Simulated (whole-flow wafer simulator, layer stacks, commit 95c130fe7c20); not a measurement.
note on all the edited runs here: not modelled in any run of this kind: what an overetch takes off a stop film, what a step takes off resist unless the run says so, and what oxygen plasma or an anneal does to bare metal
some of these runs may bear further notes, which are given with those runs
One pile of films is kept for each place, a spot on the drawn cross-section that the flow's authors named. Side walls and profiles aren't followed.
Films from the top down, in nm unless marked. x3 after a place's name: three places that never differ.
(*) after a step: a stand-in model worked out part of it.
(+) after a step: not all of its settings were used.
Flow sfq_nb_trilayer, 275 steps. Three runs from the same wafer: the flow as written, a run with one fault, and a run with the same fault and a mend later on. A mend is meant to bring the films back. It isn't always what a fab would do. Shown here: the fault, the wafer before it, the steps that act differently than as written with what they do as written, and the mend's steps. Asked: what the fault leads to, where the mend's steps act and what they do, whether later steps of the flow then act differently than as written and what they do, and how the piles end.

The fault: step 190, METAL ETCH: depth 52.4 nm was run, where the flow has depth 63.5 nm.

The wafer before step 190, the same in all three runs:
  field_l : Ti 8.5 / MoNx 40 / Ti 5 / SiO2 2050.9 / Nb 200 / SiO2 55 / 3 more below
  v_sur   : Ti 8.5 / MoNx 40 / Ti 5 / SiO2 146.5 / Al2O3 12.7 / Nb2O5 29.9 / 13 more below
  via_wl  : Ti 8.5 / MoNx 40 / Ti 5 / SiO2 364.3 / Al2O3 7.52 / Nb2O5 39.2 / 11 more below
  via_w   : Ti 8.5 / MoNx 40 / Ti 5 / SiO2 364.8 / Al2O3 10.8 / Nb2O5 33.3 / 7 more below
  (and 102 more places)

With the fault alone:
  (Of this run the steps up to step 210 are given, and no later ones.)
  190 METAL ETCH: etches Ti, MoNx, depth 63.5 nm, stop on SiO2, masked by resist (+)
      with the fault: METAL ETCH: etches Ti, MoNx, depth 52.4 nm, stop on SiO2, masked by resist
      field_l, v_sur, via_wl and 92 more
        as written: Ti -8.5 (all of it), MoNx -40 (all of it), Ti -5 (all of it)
        with the fault: Ti -8.5 (all of it), MoNx -40 (all of it), Ti -3.9
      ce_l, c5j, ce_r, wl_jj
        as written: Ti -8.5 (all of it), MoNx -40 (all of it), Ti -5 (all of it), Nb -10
        with the fault: Ti -8.5 (all of it), MoNx -40 (all of it), Ti -3.9
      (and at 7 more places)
  Later steps of the flow that act differently than as written (7 more steps differ only slightly, by at most 2% or 0.5 nm, whichever is larger, and aren't shown):
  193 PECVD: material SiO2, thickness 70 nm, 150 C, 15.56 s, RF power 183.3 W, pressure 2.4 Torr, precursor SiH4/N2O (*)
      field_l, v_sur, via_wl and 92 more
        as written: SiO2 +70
        with the fault: SiO2 +70 (new film)
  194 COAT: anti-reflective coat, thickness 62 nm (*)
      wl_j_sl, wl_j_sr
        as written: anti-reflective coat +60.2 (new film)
        with the fault: anti-reflective coat +62 (new film)
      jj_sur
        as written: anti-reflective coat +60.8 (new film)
        with the fault: anti-reflective coat +62.7 (new film)
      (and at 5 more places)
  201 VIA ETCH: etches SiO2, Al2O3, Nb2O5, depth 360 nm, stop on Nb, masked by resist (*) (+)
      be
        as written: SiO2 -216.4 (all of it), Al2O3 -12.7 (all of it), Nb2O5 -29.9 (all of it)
        with the fault: SiO2 -69.8 (all of it), Ti -1.1 (all of it), SiO2 -146.5 (all of it), Al2O3 -12.7 (all of it), Nb2O5 -29.9 (all of it)
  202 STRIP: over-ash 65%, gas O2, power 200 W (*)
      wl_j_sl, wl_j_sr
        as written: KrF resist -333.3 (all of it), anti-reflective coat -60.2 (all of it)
        with the fault: KrF resist -333.1 (all of it), anti-reflective coat -62 (all of it)
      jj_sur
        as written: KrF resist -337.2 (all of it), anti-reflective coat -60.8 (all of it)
        with the fault: KrF resist -336.8 (all of it), anti-reflective coat -62.7 (all of it)
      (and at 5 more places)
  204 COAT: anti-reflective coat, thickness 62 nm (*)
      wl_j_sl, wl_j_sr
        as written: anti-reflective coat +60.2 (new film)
        with the fault: anti-reflective coat +62 (new film)
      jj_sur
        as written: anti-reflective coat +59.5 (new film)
        with the fault: anti-reflective coat +61.3 (new film)
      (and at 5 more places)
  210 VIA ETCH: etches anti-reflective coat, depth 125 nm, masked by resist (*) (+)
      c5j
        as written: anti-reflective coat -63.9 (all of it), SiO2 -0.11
        with the fault: anti-reflective coat -61.3 (all of it), SiO2 -0.12
  After step 210 the piles differ from the flow's by more than 2% or 0.5 nm, whichever is larger, at field_l, v_sur, via_wl and 95 more.
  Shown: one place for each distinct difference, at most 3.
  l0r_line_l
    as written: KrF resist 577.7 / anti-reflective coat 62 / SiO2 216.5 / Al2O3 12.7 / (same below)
    with the fault: KrF resist 577.6 / anti-reflective coat 62 / SiO2 70 / Ti 1.1 / SiO2 146.5 / Al2O3 12.7 / (same below)
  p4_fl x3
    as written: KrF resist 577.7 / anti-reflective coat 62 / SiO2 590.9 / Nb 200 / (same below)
    with the fault: KrF resist 577.6 / anti-reflective coat 62 / SiO2 70 / Ti 1.1 / SiO2 520.9 / Nb 200 / (same below)
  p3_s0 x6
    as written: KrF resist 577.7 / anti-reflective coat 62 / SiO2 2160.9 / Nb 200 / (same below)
    with the fault: KrF resist 577.6 / anti-reflective coat 62 / SiO2 70 / Ti 1.1 / SiO2 2090.9 / Nb 200 / (same below)

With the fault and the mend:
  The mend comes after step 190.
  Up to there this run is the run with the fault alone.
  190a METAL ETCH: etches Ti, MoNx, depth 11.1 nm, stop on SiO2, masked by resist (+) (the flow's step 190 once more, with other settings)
      field_l, v_sur, via_wl and 92 more
        Ti -1.1 (all of it)
      be_r, r_sur, res, r_end, r5r_line_l, r5r_line_c, r5r_line_r
        KrF resist -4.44
      ce_l, c5j, ce_r, wl_jj
        Ti -1.1 (all of it), Nb -10
  No later step of the flow acts differently than as written at any place that is followed.
  At the end the piles are the same as the flow's at every place that both follow.
